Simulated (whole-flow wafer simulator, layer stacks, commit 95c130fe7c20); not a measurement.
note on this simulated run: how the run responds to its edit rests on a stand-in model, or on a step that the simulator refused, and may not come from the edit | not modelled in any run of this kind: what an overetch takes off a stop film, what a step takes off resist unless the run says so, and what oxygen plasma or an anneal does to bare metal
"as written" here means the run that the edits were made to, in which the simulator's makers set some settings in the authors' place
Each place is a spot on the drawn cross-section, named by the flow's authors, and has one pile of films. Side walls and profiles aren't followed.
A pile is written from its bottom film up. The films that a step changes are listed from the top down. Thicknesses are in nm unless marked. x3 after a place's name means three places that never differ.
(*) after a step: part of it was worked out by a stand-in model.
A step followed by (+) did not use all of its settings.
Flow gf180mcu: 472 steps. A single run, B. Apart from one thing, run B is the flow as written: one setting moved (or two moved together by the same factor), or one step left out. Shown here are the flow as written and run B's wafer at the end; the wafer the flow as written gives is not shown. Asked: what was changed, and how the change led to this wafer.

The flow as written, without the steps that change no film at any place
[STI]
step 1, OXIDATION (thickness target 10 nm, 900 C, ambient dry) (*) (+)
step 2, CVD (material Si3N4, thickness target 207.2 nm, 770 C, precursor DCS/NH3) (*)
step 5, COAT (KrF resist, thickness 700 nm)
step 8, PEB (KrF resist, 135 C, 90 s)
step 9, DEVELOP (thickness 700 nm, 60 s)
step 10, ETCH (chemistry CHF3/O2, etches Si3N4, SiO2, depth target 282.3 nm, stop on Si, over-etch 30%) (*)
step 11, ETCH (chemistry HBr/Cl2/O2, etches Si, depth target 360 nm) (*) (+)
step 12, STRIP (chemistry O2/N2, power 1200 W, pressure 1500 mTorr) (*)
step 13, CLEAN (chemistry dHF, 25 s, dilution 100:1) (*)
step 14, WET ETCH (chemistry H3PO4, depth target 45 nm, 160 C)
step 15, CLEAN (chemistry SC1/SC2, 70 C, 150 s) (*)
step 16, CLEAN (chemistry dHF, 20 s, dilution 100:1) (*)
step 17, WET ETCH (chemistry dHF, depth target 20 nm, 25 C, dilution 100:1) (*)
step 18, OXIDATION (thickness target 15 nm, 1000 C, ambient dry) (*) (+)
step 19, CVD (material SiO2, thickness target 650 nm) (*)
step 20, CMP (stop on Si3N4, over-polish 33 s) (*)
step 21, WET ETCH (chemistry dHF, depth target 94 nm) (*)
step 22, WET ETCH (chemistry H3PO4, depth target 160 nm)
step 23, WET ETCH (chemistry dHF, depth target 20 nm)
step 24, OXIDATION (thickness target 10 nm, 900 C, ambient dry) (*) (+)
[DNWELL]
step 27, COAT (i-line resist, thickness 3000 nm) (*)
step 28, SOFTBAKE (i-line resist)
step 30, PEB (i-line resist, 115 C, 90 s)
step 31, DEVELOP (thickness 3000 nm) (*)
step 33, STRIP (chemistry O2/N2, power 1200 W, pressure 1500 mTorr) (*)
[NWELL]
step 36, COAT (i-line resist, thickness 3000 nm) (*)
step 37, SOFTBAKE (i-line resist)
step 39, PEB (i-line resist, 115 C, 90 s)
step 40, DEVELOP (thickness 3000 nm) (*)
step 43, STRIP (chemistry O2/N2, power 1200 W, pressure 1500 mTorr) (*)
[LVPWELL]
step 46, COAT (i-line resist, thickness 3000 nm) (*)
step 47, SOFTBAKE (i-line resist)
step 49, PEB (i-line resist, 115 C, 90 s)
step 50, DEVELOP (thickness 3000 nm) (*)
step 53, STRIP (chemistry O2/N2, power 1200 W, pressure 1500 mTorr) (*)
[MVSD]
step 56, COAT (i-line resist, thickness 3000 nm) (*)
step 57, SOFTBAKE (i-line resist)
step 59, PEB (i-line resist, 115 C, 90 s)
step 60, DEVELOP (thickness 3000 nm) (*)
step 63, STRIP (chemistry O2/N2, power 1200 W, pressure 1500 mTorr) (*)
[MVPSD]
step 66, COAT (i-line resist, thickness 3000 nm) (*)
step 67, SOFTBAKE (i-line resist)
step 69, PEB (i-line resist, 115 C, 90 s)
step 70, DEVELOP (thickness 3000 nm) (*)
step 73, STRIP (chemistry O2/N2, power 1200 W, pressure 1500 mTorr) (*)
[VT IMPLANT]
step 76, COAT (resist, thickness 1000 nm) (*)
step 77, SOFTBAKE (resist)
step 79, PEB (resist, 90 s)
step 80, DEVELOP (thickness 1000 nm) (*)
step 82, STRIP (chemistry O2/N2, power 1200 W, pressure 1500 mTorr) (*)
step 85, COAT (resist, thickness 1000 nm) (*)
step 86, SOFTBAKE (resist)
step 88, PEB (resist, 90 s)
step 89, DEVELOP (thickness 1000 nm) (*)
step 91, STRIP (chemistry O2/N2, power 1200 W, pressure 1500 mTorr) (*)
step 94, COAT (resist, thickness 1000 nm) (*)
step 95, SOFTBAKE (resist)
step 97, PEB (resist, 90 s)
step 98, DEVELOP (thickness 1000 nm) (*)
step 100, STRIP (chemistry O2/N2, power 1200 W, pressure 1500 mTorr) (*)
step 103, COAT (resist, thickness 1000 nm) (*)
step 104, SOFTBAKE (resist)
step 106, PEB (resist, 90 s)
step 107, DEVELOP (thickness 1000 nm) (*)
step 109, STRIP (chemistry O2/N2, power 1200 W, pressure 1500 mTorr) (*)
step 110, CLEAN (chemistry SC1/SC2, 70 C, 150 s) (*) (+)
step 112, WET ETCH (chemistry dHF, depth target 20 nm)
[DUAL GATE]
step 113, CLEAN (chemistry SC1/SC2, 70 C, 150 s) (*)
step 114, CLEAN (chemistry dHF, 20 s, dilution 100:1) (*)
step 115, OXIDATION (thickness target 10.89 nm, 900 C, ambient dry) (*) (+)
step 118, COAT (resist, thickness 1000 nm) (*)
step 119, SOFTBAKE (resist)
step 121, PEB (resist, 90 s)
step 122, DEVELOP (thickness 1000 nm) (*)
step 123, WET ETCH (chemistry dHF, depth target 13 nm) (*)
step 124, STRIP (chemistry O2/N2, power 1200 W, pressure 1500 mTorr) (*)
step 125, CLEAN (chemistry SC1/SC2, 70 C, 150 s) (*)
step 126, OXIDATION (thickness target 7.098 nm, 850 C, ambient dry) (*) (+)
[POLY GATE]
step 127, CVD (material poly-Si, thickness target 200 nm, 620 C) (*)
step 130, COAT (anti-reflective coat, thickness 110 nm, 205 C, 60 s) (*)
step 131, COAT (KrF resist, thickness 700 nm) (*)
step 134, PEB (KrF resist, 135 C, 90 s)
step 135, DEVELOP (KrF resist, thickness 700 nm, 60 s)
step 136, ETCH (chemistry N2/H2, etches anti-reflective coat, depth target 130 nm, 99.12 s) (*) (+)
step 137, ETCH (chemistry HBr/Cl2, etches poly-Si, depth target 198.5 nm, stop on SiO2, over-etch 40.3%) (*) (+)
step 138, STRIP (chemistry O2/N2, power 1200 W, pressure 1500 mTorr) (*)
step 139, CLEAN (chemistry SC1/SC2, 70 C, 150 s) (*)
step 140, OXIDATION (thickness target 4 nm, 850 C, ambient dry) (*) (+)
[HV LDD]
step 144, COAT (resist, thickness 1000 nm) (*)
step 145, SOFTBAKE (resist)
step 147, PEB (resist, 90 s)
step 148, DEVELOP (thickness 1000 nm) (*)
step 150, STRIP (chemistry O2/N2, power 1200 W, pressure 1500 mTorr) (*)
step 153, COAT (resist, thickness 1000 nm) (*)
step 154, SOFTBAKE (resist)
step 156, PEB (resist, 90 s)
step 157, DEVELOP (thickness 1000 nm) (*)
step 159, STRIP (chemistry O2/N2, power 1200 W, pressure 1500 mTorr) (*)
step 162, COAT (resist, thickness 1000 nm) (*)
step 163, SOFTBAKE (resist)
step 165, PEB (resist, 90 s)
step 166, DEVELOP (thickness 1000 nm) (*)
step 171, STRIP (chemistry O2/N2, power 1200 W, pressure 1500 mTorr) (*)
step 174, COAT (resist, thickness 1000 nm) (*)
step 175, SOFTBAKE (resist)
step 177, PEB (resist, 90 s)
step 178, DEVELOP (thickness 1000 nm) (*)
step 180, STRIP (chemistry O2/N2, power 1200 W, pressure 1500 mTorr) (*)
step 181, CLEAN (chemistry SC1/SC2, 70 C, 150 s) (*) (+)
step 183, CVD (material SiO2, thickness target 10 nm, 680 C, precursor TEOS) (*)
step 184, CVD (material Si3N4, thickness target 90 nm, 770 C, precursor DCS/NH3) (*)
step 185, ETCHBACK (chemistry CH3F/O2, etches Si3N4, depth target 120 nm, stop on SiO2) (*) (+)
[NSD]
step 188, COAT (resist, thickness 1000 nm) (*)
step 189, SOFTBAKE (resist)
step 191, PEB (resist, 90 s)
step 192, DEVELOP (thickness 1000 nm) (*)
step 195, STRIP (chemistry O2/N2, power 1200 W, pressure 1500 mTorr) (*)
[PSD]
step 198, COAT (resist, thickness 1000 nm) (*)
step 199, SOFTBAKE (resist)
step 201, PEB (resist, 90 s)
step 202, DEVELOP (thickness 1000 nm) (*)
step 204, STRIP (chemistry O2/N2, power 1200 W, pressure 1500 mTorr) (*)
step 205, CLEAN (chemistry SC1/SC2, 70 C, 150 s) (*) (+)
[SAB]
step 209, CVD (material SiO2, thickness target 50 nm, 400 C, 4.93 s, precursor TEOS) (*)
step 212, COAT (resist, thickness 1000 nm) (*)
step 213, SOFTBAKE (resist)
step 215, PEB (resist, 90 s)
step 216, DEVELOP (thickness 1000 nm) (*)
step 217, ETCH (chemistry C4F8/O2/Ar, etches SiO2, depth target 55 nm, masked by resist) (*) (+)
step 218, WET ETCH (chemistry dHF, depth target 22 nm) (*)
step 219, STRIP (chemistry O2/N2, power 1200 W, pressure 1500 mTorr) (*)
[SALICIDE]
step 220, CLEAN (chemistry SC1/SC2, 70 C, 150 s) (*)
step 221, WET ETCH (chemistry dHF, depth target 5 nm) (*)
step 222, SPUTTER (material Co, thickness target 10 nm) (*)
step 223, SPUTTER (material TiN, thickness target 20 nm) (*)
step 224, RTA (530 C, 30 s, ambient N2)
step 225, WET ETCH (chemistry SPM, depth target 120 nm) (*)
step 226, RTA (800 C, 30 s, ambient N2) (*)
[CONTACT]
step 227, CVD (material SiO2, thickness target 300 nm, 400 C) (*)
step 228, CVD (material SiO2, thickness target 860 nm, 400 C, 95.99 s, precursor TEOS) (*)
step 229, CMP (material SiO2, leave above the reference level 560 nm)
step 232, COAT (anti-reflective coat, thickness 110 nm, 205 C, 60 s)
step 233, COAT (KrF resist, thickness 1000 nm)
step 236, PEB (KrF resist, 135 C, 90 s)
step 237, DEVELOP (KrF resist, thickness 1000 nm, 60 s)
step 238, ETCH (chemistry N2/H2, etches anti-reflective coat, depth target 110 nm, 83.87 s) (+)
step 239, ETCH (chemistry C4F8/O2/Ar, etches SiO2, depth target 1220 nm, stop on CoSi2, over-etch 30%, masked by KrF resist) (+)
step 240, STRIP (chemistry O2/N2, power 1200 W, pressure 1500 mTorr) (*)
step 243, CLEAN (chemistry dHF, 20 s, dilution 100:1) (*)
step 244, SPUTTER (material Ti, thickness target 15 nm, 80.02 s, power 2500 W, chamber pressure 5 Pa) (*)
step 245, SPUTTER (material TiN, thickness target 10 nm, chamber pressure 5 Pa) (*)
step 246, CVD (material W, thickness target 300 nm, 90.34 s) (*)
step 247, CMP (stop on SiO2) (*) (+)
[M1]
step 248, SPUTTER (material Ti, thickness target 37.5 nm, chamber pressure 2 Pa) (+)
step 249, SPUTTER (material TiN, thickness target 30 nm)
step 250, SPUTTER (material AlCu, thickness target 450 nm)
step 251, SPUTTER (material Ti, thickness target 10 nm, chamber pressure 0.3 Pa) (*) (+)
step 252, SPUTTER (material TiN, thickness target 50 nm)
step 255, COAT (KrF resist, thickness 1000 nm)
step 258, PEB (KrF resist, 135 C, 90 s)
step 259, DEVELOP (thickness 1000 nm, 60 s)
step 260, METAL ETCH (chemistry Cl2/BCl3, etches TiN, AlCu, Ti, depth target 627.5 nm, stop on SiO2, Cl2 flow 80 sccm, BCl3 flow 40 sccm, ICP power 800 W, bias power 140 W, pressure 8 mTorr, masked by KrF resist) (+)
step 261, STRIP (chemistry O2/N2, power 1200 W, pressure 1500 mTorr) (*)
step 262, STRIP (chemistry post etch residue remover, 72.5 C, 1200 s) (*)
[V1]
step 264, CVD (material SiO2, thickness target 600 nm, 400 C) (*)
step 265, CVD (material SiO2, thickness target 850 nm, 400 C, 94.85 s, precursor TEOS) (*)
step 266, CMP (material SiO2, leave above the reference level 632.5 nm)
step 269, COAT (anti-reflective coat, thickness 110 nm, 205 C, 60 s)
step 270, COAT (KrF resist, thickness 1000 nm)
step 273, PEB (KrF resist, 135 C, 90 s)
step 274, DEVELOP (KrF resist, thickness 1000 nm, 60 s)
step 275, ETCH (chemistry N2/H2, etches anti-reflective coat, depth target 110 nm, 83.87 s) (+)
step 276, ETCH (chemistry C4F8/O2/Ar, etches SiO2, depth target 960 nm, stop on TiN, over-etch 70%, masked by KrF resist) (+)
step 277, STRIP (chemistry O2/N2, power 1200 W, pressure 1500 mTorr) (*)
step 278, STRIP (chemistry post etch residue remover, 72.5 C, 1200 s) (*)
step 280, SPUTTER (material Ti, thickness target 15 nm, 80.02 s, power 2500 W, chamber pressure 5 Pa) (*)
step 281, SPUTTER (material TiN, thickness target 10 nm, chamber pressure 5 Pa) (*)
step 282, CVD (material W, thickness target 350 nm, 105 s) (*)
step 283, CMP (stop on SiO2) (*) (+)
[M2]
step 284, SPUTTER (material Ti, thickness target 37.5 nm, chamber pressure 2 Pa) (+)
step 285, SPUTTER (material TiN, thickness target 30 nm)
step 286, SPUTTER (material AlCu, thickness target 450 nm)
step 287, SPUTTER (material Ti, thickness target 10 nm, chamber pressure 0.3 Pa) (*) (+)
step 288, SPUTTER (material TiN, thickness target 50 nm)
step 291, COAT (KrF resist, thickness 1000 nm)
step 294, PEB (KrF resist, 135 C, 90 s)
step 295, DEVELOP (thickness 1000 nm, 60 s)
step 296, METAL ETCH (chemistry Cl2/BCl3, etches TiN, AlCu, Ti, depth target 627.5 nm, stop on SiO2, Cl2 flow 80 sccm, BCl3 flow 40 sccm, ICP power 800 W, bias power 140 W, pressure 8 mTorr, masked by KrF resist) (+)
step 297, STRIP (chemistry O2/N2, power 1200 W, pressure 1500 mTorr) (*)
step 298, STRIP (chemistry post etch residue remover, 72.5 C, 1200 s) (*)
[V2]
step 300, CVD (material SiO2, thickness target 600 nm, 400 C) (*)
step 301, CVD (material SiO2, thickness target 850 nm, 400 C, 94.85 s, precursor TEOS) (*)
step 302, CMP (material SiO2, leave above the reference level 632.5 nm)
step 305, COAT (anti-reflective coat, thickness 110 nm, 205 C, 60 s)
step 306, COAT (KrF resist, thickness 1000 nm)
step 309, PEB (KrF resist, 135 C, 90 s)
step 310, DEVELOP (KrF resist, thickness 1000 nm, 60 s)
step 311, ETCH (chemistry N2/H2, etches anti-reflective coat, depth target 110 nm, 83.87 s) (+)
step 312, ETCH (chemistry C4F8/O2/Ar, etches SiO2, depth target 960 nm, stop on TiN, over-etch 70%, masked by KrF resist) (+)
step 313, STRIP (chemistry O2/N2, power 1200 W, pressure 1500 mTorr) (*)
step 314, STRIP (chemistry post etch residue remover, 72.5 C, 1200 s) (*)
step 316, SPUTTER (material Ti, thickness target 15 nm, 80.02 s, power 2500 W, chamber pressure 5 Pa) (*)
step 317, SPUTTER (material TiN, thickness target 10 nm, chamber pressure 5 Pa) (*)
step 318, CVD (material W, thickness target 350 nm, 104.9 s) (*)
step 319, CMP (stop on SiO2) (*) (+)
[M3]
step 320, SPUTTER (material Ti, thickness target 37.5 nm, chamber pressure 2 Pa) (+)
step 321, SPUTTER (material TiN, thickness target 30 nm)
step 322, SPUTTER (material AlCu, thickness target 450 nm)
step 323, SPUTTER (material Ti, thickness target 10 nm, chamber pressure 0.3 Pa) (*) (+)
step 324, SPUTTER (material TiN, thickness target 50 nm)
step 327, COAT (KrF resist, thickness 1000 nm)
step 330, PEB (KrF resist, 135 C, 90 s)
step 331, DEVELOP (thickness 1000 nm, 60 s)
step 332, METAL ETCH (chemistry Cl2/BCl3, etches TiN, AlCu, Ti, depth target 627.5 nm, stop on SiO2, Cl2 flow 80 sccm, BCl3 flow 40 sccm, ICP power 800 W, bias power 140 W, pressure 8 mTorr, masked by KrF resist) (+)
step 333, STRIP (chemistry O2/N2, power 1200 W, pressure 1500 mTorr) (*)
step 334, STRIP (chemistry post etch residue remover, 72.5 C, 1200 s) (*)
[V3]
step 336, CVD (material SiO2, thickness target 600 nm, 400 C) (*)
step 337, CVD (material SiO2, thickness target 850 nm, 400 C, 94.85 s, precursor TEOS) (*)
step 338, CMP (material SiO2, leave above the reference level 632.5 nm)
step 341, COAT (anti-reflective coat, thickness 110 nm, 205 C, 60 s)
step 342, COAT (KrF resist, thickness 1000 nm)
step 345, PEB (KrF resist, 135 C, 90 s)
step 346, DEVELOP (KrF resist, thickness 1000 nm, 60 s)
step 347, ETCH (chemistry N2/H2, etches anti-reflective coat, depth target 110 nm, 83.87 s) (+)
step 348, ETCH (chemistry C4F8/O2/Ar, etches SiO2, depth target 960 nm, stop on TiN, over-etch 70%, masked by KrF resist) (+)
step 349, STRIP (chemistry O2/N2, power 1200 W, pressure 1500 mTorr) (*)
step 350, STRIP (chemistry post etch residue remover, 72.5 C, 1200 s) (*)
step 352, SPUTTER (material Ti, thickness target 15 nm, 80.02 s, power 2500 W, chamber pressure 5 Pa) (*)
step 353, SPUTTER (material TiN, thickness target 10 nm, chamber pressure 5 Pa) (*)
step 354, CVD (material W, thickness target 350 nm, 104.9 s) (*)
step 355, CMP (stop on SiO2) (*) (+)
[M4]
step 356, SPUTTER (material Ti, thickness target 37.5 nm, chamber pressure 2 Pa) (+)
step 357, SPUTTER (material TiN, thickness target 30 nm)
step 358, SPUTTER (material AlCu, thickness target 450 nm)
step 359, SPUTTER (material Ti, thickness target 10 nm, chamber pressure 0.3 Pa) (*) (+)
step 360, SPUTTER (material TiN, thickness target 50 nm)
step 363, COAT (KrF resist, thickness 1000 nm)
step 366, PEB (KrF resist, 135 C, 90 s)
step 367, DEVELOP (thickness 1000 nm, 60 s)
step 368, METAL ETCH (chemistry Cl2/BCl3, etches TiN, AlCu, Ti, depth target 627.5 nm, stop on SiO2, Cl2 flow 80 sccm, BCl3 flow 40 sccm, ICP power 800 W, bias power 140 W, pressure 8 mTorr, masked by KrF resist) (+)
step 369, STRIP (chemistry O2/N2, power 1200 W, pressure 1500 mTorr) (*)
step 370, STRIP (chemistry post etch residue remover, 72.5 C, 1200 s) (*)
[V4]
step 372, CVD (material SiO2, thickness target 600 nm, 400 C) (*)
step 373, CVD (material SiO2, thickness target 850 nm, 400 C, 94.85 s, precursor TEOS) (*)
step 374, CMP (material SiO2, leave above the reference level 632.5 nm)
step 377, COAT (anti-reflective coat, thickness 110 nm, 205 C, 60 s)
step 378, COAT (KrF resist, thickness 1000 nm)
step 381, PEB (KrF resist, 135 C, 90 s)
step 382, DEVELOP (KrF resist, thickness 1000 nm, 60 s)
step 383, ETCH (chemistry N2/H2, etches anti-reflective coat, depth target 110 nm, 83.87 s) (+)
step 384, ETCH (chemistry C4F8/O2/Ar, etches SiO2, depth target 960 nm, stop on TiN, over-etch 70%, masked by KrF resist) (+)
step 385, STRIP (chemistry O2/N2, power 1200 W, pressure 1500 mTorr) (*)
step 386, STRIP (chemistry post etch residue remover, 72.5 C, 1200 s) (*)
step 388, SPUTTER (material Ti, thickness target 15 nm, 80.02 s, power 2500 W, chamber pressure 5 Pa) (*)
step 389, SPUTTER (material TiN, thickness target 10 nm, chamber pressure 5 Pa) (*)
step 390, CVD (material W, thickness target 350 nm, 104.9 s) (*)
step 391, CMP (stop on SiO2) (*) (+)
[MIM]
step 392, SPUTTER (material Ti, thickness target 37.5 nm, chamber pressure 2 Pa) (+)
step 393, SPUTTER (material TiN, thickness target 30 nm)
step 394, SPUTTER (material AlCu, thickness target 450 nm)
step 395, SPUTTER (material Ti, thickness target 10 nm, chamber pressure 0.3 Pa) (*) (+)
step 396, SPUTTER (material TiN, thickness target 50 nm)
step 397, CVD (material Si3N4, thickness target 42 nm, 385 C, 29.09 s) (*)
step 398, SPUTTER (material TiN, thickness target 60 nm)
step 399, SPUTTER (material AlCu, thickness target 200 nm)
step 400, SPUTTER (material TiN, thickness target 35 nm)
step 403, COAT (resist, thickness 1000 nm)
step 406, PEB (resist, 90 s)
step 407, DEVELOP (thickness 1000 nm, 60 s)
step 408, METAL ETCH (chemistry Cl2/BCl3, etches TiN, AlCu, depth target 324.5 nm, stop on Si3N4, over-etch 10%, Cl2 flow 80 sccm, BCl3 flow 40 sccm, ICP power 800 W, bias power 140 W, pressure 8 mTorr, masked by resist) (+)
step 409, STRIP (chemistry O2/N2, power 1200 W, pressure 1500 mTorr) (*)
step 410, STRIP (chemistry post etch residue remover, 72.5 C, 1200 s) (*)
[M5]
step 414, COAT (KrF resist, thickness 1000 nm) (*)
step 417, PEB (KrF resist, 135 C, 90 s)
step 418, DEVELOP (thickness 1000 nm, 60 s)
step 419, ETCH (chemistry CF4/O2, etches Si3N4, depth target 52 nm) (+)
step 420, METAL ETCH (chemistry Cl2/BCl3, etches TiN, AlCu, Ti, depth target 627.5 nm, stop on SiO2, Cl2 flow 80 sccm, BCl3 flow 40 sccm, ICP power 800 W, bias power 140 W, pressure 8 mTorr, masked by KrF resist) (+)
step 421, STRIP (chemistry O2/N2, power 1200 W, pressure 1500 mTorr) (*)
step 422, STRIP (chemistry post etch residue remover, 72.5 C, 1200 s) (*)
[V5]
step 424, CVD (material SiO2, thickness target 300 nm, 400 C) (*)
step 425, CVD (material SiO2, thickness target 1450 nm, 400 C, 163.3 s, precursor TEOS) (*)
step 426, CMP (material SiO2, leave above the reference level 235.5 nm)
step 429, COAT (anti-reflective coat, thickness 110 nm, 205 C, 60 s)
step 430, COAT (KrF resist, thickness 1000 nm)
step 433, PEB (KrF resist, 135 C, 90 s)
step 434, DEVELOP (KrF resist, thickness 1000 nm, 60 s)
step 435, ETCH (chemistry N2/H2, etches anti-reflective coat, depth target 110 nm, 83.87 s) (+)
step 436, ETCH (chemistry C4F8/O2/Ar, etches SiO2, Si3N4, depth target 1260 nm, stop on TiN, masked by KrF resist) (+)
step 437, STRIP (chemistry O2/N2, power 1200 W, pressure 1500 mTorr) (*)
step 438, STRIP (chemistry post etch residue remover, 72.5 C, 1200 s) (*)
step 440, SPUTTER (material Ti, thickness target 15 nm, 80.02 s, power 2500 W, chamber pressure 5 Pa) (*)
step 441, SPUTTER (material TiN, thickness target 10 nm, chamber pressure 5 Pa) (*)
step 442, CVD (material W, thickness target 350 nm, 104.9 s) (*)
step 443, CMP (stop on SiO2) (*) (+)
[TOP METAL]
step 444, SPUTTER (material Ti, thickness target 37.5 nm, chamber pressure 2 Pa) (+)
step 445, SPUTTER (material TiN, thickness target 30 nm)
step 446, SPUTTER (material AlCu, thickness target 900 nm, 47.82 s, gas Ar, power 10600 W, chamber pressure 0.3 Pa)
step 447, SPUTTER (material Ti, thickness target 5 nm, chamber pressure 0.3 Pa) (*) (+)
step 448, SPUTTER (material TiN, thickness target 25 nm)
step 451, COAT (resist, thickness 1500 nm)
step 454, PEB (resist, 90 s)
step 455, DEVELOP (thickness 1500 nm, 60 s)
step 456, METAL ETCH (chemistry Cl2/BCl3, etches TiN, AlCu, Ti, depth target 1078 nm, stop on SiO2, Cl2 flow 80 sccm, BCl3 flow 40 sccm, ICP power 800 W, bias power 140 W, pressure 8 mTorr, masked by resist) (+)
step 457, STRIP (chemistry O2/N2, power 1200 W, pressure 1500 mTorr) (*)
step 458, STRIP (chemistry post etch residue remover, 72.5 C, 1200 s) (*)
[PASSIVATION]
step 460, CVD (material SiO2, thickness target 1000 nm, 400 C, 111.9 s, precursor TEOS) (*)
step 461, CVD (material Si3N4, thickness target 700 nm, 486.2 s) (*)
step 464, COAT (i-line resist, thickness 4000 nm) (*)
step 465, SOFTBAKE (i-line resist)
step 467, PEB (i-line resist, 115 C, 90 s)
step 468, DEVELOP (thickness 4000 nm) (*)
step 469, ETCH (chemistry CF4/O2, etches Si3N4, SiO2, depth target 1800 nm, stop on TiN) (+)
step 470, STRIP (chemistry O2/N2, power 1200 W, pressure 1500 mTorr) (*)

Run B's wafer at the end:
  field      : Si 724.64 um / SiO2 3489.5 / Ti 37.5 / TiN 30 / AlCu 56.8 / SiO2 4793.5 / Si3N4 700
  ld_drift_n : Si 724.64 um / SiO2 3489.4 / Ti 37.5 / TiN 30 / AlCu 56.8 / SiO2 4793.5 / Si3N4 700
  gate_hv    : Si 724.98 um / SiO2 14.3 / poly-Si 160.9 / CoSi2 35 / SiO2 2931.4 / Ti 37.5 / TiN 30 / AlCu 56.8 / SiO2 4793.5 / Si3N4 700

Cause: step 322, SPUTTER: thickness target 630 nm was run, while the flow as written has thickness target 450 nm.

How this came from the change, step by step:
  step 322, SPUTTER (material AlCu, thickness target 450 nm)
      field, field__w1, field__w2 and 108 more: AlCu gains 630 (new film) (in the flow as written it would be: AlCu gains 450 (new film))
  step 332, METAL ETCH (chemistry Cl2/BCl3, etches TiN, AlCu, Ti, depth target 627.5 nm, stop on SiO2, Cl2 flow 80 sccm, BCl3 flow 40 sccm, ICP power 800 W, bias power 140 W, pressure 8 mTorr, masked by KrF resist) (+)
      field, field__w1, field__w2 and 103 more: TiN loses 50 (all of it), Ti loses 10 (all of it), AlCu loses 567.5 (in the flow as written it would be: TiN loses 50 (all of it), Ti loses 10 (all of it), AlCu loses 450 (all of it), TiN loses 30 (all of it), Ti loses 37.5 (all of it))
  step 334, STRIP (chemistry post etch residue remover, 72.5 C, 1200 s) (*)
      field, field__w1, field__w2 and 103 more: AlCu loses 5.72 (in the flow as written it would be: nothing)
  step 336, CVD (material SiO2, thickness target 600 nm, 400 C) (*)
      field, field__w1, field__w2 and 103 more: SiO2 gains 600 (new film) (in the flow as written it would be: SiO2 gains 600)
  step 338, CMP (material SiO2, leave above the reference level 632.5 nm)
      field, field__w1, field__w2 and 103 more: SiO2 loses 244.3 (in the flow as written it would be: SiO2 loses 300)
If metal films that touch count as one body, field has 1 body; the flow as written gives 0 bodies.
If metal films that touch count as one body, ld_drift_n has 1 body; the flow as written gives 0 bodies.
If metal films that touch count as one body, gate_hv has 2 bodies (between them, from the top down: SiO2 2931.4); the flow as written gives 1 body.
